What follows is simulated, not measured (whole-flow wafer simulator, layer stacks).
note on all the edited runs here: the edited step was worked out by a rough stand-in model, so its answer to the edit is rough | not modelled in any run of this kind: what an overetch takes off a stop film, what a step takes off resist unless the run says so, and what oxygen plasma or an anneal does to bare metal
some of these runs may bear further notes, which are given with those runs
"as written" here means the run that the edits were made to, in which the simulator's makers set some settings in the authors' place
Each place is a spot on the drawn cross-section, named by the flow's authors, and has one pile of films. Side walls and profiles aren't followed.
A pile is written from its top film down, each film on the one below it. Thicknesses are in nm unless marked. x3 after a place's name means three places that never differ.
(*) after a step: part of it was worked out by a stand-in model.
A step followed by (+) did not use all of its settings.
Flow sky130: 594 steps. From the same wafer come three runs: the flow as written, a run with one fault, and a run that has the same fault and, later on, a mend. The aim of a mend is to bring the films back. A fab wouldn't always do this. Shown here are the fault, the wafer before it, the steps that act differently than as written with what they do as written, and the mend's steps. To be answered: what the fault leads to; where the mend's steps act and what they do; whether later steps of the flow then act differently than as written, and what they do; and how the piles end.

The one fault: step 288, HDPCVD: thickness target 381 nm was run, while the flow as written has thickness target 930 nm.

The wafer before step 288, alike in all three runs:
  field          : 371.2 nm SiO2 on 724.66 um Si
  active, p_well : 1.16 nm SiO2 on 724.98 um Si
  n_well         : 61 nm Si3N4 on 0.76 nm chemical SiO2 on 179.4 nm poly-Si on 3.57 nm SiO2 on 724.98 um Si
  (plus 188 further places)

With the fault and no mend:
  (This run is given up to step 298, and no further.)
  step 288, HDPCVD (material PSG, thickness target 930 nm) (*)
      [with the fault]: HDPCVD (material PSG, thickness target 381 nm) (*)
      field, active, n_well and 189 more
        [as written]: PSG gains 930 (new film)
        [with the fault]: PSG gains 381 (new film)
  Steps later in the flow that act otherwise than as written (1 other step is not shown; it differs only slightly, by no more than 2% or 0.5 nm, whichever is larger):
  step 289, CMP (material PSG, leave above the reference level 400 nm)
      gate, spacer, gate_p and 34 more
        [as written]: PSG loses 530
        [with the fault]: nothing
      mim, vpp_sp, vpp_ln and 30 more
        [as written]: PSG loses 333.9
        [with the fault]: nothing
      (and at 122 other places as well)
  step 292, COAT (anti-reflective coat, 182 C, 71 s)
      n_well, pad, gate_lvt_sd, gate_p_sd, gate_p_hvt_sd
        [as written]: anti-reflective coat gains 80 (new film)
        [with the fault]: anti-reflective coat gains 3 (new film)
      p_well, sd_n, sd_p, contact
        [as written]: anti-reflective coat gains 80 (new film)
        [with the fault]: anti-reflective coat gains 126.4 (new film)
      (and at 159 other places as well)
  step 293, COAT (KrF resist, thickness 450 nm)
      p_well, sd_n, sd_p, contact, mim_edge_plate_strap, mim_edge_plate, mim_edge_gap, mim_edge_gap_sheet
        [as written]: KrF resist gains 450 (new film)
        [with the fault]: KrF resist gains 508.2 (new film)
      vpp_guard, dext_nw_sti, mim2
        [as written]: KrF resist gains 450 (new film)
        [with the fault]: KrF resist gains 492.8 (new film)
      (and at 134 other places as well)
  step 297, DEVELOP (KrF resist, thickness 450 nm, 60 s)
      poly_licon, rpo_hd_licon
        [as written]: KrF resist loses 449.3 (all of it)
        [with the fault]: KrF resist loses 347.1 (all of it)
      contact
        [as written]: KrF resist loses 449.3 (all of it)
        [with the fault]: KrF resist loses 507.5 (all of it)
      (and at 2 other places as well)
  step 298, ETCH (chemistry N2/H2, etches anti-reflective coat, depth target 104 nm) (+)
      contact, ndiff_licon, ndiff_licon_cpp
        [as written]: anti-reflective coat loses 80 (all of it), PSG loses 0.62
        [with the fault]: anti-reflective coat loses 104
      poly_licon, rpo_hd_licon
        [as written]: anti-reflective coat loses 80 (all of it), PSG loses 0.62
        [with the fault]: anti-reflective coat loses 77.6 (all of it), PSG loses 0.68
  The piles after step 298 differ from the flow's at field, active, n_well and 188 more by more than 2% or 0.5 nm, whichever is larger.
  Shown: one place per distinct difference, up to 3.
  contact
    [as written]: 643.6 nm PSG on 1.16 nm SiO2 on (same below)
    [with the fault]: 22.4 nm anti-reflective coat on 381 nm PSG on 1.16 nm SiO2 on (same below)
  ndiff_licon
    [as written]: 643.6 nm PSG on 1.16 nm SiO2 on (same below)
    [with the fault]: 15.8 nm anti-reflective coat on 381 nm PSG on 1.16 nm SiO2 on (same below)
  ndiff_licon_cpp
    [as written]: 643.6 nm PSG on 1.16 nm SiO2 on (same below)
    [with the fault]: 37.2 nm anti-reflective coat on 381 nm PSG on 1.16 nm SiO2 on (same below)

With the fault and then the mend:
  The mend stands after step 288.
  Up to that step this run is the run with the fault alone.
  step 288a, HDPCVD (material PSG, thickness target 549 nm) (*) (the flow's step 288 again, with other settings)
      field, active, n_well and 189 more
        PSG gains 549
  Later steps of the flow that are run all act as written at every place that is followed, up to a difference of at most 2% or 0.5 nm, whichever is larger.
  At the end the piles are close to the flow's at the places that both follow, differing by at most 2% or 0.5 nm, whichever is larger.
